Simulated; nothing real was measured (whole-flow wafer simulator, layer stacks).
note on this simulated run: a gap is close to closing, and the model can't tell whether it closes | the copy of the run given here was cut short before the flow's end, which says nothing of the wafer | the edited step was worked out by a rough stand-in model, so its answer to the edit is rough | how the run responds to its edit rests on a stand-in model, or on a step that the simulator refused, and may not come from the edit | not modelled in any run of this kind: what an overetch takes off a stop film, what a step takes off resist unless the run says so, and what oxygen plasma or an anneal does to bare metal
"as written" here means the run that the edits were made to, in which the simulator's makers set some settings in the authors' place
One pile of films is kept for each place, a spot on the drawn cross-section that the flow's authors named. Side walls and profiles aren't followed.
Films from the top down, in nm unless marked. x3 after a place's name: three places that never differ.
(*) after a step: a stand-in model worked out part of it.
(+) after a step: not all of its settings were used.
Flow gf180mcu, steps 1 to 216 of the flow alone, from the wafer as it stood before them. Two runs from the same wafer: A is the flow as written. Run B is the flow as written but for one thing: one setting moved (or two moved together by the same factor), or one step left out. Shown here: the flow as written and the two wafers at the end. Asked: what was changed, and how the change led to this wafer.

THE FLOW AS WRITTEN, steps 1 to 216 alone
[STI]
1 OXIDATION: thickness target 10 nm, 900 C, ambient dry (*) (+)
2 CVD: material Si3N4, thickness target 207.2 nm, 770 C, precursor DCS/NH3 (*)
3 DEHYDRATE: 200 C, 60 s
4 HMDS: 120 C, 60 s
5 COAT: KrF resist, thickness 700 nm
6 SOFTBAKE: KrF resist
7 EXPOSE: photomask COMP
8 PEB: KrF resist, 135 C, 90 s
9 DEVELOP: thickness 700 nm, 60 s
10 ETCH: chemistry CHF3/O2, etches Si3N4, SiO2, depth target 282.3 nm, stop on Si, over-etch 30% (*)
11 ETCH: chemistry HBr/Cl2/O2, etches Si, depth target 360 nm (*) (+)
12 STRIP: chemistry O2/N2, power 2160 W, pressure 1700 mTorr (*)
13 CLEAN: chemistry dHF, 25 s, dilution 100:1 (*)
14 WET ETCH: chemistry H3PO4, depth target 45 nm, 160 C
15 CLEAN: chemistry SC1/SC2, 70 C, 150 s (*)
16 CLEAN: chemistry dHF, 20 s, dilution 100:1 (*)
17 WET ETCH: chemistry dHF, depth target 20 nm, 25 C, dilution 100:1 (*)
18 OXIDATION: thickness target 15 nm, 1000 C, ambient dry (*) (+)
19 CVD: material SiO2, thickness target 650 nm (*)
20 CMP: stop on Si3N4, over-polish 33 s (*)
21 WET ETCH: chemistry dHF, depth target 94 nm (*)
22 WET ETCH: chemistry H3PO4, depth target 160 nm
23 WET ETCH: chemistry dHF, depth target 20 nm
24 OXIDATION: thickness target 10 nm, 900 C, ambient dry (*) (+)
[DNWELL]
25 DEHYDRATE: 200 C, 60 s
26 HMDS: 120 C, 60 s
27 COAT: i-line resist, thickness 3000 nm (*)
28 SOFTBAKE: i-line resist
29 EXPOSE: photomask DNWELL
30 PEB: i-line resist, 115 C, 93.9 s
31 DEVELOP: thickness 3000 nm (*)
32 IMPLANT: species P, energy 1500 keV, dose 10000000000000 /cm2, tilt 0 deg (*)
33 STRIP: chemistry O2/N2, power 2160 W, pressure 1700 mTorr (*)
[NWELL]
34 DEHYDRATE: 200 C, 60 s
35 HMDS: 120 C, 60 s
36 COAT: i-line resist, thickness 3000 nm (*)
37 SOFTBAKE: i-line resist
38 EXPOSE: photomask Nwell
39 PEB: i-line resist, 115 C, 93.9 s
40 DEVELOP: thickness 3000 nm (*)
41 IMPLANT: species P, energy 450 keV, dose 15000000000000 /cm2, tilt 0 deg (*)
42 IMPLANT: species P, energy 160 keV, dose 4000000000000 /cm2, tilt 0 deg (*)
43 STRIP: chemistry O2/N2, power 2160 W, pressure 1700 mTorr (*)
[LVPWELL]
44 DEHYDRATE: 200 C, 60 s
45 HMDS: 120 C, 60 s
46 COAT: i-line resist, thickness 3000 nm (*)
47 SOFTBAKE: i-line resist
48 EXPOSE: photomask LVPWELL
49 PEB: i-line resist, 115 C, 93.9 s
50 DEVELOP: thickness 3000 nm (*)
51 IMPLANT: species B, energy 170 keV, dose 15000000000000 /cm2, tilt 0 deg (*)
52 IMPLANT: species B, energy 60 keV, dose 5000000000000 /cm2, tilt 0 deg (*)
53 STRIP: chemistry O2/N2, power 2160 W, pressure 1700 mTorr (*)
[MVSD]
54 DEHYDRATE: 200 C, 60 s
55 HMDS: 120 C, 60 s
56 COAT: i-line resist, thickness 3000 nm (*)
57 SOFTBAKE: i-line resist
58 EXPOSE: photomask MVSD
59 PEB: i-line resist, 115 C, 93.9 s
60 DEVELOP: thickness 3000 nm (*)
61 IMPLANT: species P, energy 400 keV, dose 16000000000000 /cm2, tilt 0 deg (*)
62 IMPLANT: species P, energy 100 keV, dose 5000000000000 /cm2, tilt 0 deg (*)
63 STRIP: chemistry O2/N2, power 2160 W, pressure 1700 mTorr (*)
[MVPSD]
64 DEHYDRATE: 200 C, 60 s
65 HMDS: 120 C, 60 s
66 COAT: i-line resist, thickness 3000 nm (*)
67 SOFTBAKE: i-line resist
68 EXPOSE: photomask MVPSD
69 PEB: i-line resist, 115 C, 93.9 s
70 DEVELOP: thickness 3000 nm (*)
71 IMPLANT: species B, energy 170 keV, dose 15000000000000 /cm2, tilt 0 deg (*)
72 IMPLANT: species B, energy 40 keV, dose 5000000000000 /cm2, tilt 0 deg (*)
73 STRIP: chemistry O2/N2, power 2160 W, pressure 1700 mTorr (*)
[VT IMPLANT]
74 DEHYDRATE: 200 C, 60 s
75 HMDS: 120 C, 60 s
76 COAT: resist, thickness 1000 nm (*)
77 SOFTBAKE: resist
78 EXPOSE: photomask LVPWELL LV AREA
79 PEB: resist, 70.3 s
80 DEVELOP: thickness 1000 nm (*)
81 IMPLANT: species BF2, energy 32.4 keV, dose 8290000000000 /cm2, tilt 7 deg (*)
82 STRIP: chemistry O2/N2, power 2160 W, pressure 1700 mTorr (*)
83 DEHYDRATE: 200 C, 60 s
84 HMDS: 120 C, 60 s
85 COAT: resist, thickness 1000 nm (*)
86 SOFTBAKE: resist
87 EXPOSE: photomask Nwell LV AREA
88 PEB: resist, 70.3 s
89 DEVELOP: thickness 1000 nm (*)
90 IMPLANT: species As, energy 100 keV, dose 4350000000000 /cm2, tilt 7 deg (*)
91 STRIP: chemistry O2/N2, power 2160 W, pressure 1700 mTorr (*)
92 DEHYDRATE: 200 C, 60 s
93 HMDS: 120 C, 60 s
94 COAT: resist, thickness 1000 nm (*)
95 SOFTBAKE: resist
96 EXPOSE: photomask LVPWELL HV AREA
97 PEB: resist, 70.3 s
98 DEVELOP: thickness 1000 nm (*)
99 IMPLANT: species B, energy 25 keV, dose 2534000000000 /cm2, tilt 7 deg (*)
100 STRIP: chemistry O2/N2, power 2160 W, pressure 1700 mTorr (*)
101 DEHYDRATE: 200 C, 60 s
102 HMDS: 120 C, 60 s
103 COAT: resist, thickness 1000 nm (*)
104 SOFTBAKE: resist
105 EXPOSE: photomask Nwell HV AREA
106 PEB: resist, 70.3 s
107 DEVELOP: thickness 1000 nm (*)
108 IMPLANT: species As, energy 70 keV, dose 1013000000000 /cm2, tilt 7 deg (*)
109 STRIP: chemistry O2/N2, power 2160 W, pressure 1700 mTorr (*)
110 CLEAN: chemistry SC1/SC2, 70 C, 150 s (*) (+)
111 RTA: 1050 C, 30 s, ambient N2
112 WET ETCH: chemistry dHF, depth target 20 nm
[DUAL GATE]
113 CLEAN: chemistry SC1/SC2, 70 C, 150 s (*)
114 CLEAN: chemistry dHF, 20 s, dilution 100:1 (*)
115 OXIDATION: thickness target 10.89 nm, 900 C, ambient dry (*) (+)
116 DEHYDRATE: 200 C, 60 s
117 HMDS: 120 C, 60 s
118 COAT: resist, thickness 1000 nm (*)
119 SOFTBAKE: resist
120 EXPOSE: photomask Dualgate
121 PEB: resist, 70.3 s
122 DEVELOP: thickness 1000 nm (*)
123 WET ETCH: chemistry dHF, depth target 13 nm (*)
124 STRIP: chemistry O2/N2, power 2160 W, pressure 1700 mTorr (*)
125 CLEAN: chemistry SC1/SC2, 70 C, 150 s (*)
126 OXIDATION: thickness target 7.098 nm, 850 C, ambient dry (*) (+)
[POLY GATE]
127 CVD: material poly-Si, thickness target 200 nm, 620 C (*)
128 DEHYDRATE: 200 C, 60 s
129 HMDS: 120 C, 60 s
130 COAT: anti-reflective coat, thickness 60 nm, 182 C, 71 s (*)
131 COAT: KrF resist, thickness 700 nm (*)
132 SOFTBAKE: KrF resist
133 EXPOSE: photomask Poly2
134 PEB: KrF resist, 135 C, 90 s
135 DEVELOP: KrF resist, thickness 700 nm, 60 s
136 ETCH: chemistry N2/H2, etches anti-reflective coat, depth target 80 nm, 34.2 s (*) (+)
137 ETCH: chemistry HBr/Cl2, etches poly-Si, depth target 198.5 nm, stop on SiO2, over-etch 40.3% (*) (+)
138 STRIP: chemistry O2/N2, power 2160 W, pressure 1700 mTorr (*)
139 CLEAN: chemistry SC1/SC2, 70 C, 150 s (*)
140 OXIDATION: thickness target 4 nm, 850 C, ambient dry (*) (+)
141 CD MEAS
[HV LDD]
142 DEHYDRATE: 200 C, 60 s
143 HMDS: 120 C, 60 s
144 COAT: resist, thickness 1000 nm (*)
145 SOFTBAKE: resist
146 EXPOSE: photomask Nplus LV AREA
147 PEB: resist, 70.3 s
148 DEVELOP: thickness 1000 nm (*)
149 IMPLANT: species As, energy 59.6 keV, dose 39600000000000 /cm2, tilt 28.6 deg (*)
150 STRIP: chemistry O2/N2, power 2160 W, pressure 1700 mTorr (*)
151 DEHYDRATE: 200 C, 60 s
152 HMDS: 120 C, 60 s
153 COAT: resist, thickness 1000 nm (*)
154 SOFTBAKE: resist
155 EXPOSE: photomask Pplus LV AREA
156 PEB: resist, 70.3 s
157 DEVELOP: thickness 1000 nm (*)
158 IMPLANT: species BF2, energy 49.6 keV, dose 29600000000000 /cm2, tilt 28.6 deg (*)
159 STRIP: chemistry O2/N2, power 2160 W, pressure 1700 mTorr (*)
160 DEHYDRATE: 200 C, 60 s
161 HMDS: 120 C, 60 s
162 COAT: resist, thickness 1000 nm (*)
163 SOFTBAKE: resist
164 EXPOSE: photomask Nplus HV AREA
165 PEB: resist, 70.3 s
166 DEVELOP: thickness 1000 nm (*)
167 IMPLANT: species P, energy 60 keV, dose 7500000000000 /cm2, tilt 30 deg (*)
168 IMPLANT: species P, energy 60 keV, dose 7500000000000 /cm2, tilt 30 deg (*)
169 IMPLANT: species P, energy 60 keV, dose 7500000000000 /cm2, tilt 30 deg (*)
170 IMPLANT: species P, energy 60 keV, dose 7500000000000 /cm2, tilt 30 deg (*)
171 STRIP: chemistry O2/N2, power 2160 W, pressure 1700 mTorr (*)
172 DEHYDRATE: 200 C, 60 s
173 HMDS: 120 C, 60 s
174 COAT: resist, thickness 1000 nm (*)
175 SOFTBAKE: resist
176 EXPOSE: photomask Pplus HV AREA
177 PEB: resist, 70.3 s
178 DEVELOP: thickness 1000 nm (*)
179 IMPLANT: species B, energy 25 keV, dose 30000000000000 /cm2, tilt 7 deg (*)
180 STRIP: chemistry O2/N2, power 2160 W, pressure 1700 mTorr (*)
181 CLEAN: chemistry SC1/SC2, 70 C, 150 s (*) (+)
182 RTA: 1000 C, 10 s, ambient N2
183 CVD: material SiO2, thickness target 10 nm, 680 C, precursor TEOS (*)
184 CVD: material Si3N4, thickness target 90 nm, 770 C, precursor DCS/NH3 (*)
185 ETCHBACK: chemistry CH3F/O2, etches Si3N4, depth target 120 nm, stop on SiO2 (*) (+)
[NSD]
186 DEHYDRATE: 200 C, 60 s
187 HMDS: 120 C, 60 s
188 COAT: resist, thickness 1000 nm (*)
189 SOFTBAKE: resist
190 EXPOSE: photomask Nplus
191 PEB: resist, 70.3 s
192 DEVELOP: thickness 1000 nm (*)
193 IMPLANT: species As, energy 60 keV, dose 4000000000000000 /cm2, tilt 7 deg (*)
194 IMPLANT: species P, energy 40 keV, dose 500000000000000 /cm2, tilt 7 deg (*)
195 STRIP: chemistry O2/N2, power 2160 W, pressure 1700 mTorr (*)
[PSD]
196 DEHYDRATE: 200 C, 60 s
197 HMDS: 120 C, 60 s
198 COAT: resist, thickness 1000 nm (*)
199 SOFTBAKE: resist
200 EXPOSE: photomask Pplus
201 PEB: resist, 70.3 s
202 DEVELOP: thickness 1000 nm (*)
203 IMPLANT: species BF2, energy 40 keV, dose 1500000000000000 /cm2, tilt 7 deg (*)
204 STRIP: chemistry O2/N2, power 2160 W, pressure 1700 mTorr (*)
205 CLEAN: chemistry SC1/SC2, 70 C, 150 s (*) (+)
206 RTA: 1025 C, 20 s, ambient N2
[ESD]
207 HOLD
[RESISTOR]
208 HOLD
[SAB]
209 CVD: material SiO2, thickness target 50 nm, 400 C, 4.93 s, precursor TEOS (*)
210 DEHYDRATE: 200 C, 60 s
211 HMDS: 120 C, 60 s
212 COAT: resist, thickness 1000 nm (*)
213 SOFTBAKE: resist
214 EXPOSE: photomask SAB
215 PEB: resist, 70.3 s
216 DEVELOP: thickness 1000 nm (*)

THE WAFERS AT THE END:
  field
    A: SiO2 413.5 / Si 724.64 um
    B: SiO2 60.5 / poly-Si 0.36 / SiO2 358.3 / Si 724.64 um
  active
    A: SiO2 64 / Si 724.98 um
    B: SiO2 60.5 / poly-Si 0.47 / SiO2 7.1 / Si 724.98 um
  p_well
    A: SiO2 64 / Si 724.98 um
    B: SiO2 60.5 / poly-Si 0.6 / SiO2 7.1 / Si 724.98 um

The cause: step 127, CVD: thickness target 282 nm was run, where the flow has thickness target 200 nm.

How the change led to this, step by step:
  127 CVD: material poly-Si, thickness target 200 nm, 620 C (*)
      field, field__w1, field__w2 and 89 more: A poly-Si +200 (new film) | B poly-Si +282 (new film)
  137 ETCH: chemistry HBr/Cl2, etches poly-Si, depth target 198.5 nm, stop on SiO2, over-etch 40.3% (*) (+)
      field__w3, field__w12, field_sub and 14 more: A poly-Si -199 (all of it), SiO2 -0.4 | B poly-Si -278.5
      field__w6, sti, m1 and 11 more: A poly-Si -198.8 (all of it), SiO2 -0.4 | B poly-Si -278.5
      (and at 33 more places)
  138 STRIP: chemistry O2/N2, power 2160 W, pressure 1700 mTorr (*)
      field, field__w1, field__w2 and 61 more: A nothing | B chemical SiO2 +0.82 (new film), poly-Si -0.36
  139 CLEAN: chemistry SC1/SC2, 70 C, 150 s (*)
      field, field__w1, field__w2 and 34 more: A SiO2 -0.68 | B chemical SiO2 -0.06, poly-Si -0.27
  140 OXIDATION: thickness target 4 nm, 850 C, ambient dry (*) (+)
      active_hv, active_nat, ld_sd_n and 11 more: A SiO2 +0.96, Si -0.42 | B SiO2 +4 (new film), chemical SiO2 -0.76 (all of it), poly-Si -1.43
      active, n_well, p_well and 10 more: A SiO2 +1.17, Si -0.51 | B SiO2 +4 (new film), chemical SiO2 -0.76 (all of it), poly-Si -1.43
      (and at 37 more places)
  144 COAT: resist, thickness 1000 nm (*)
      npoly_u, gate_p_hv5: A resist +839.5 (new film) | B resist +778.5 (new film)
      field_sub__w4: A resist +1047.7 (new film) | B resist +1070.5 (new film)
      (and at 30 more places)
  145 SOFTBAKE: resist
      field__w1: A resist +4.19 | B resist +6.34
      field__w2: A resist +2.82 | B resist +4.31
      (and at 73 more places)
  147 PEB: resist, 70.3 s
      polyc_n, polyc_n_rim, polyc_p, polyc_p_rim: A resist -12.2 | B resist -11
      ldn_ch, ldn_acc, ldp_ch, ldp_acc: A resist -13 | B resist -11.9
      (and at 26 more places)
  148 DEVELOP: thickness 1000 nm (*)
      gate: A resist -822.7 (all of it) | B resist -758.2 (all of it)
      npoly_u: A resist -821.5 (all of it) | B resist -758.9 (all of it)
      (and at 3 more places)
  150 STRIP: chemistry O2/N2, power 2160 W, pressure 1700 mTorr (*)
      field_sub__w4: A resist -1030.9 (all of it) | B resist -1053.3 (all of it)
      gate_hv: A resist -824.2 (all of it) | B resist -763.4 (all of it)
      (and at 25 more places)
  153 COAT: resist, thickness 1000 nm (*)
      npoly_u, gate_p_hv5: A resist +839.5 (new film) | B resist +778.5 (new film)
      field_sub__w4: A resist +1047.7 (new film) | B resist +1070.5 (new film)
      (and at 30 more places)
  154 SOFTBAKE: resist
      field__w1: A resist +4.19 | B resist +6.34
      field__w2: A resist +2.82 | B resist +4.31
      (and at 73 more places)
  156 PEB: resist, 70.3 s
      polyc_n, polyc_n_rim, polyc_p, polyc_p_rim: A resist -12.2 | B resist -11
      ldn_ch, ldn_acc, ldp_ch, ldp_acc: A resist -13 | B resist -11.9
      (and at 26 more places)
  157 DEVELOP: thickness 1000 nm (*)
      gate_p: A resist -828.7 (all of it) | B resist -765.7 (all of it)
      ppoly_u: A resist -827 (all of it) | B resist -766.8 (all of it)
      (and at 3 more places)
  159 STRIP: chemistry O2/N2, power 2160 W, pressure 1700 mTorr (*)
      field_sub__w4: A resist -1030.9 (all of it) | B resist -1053.3 (all of it)
      gate: A resist -822.7 (all of it) | B resist -758.2 (all of it)
      (and at 25 more places)
  162 COAT: resist, thickness 1000 nm (*)
      npoly_u, gate_p_hv5: A resist +839.5 (new film) | B resist +778.5 (new film)
      field_sub__w4: A resist +1047.7 (new film) | B resist +1070.5 (new film)
      (and at 30 more places)
  ... 23 more steps ...
  216 DEVELOP: thickness 1000 nm (*)
      field__w2: A resist -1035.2 (all of it) | B resist -1063.4 (all of it)
      field__w3: A resist -1049.4 (all of it) | B resist -1077.4 (all of it)
      (and at 45 more places)
